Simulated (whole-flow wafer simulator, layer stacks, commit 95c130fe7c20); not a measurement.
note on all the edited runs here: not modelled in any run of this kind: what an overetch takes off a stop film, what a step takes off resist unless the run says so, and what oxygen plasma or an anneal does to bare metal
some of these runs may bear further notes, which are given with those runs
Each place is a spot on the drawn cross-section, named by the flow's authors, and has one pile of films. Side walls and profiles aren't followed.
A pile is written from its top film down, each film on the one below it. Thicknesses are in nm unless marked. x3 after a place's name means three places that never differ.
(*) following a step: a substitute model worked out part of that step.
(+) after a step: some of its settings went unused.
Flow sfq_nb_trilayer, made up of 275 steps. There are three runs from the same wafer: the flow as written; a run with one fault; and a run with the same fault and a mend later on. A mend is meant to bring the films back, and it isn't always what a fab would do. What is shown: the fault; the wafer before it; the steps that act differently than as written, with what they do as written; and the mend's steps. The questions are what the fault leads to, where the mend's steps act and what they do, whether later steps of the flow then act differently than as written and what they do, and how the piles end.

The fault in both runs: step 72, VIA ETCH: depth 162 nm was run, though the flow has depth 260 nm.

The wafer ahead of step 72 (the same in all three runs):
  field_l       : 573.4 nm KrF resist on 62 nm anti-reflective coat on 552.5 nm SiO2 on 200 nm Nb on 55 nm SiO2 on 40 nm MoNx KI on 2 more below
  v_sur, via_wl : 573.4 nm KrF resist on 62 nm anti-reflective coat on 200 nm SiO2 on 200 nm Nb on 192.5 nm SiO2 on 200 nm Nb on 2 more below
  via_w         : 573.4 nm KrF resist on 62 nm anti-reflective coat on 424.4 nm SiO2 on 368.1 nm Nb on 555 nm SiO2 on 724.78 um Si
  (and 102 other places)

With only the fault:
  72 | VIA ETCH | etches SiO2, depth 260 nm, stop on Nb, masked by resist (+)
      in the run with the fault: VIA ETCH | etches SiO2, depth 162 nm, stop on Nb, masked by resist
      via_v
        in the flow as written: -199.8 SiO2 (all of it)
        in the run with the fault: -162 SiO2
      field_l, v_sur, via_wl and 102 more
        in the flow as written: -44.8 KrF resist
        in the run with the fault: -27.9 KrF resist
  Steps further on in the flow that do not act as written (5 more steps, not shown, differ only slightly: by at most 2% or 0.5 nm, whichever is larger):
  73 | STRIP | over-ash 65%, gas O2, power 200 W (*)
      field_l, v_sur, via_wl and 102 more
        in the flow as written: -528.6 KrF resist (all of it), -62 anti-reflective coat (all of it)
        in the run with the fault: -545.5 KrF resist (all of it), -62 anti-reflective coat (all of it)
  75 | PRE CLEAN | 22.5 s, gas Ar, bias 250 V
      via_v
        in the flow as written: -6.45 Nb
        in the run with the fault: -7.5 SiO2
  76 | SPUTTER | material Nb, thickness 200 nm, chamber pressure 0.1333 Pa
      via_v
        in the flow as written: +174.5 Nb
        in the run with the fault: +182.1 Nb (new film)
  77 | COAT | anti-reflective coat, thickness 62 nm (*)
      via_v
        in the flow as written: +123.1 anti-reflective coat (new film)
        in the run with the fault: +113.7 anti-reflective coat (new film)
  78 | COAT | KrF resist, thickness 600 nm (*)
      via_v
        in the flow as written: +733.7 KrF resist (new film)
        in the run with the fault: +704.4 KrF resist (new film)
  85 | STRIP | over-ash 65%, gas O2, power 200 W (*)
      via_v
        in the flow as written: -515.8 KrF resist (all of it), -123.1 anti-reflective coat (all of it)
        in the run with the fault: -486.5 KrF resist (all of it), -113.7 anti-reflective coat (all of it)
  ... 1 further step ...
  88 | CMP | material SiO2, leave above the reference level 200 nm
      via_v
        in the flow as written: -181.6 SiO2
        in the run with the fault: -157.1 SiO2
  The piles end different from the flow's at via_v by more than 2% or 0.5 nm, whichever is larger.
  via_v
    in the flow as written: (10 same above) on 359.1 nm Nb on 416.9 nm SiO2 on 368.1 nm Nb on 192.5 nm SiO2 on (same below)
    in the run with the fault: (10 same above) on 359.1 nm Nb on 372.6 nm SiO2 on 182.1 nm Nb on 30.3 nm SiO2 on 200 nm Nb on 192.5 nm SiO2 on (same below)

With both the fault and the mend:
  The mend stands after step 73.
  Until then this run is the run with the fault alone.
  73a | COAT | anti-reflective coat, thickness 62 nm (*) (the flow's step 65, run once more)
      p4_fl x3, p4_w1 x9, p4_g1 x2 and 63 more
        +62 anti-reflective coat (new film)
      r_sur, res, r_end and 9 more
        +61.8 anti-reflective coat (new film)
      c5j, ce_r, sp_r, be_r
        +61.7 anti-reflective coat (new film)
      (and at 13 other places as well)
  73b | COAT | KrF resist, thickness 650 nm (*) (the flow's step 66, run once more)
      p4_fl x3, p4_w1 x9, p4_g1 x2 and 63 more
        +650 KrF resist (new film)
      moat, field_r, lsp_l, ln_m5, l0v
        +649.6 KrF resist (new film)
      lsp_m, ln_m6, lsp_r, l0_sur
        +649.7 KrF resist (new film)
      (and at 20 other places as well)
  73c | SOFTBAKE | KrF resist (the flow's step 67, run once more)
      leaves every film unchanged at each place that is followed
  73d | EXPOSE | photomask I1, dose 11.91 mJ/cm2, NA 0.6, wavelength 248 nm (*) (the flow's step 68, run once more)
      leaves every film unchanged at each place that is followed
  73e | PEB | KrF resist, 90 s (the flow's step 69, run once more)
      c5j, ce_r, sp_r and 90 more
        -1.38 KrF resist
      field_l, v_sur, via_wl and 8 more
        -1.37 KrF resist
      via_wr
        -1.36 KrF resist
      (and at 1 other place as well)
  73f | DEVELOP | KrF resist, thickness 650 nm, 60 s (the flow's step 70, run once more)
      field_l, v_sur, via_wl and 102 more
        -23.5 KrF resist
      via_v
        -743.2 KrF resist (all of it)
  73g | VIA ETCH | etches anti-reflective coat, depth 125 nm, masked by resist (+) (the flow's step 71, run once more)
      field_l, v_sur, via_wl and 102 more
        -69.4 KrF resist
      via_v
        -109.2 anti-reflective coat (all of it)
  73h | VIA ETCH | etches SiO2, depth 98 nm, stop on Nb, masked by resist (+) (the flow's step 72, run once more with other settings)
      field_l, v_sur, via_wl and 102 more
        -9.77 KrF resist
      via_v
        -37.8 SiO2 (all of it)
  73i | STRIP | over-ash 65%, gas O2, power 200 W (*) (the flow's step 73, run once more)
      p4_fl x3, p4_w1 x9, p4_g1 x2 and 63 more
        -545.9 KrF resist (all of it), -62 anti-reflective coat (all of it)
      moat, field_r, lsp_l, ln_m5, l0v
        -545.5 KrF resist (all of it), -61.8 anti-reflective coat (all of it)
      lsp_m, ln_m6, lsp_r, l0_sur
        -545.6 KrF resist (all of it), -61.8 anti-reflective coat (all of it)
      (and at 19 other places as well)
  None of the later steps of the flow differs from how it acts as written, at any place that is followed, by more than 2% or 0.5 nm, whichever is larger.
  When the end is reached, the piles differ only a little from the flow's at the places that both follow, at most by 2% or 0.5 nm, whichever is larger.
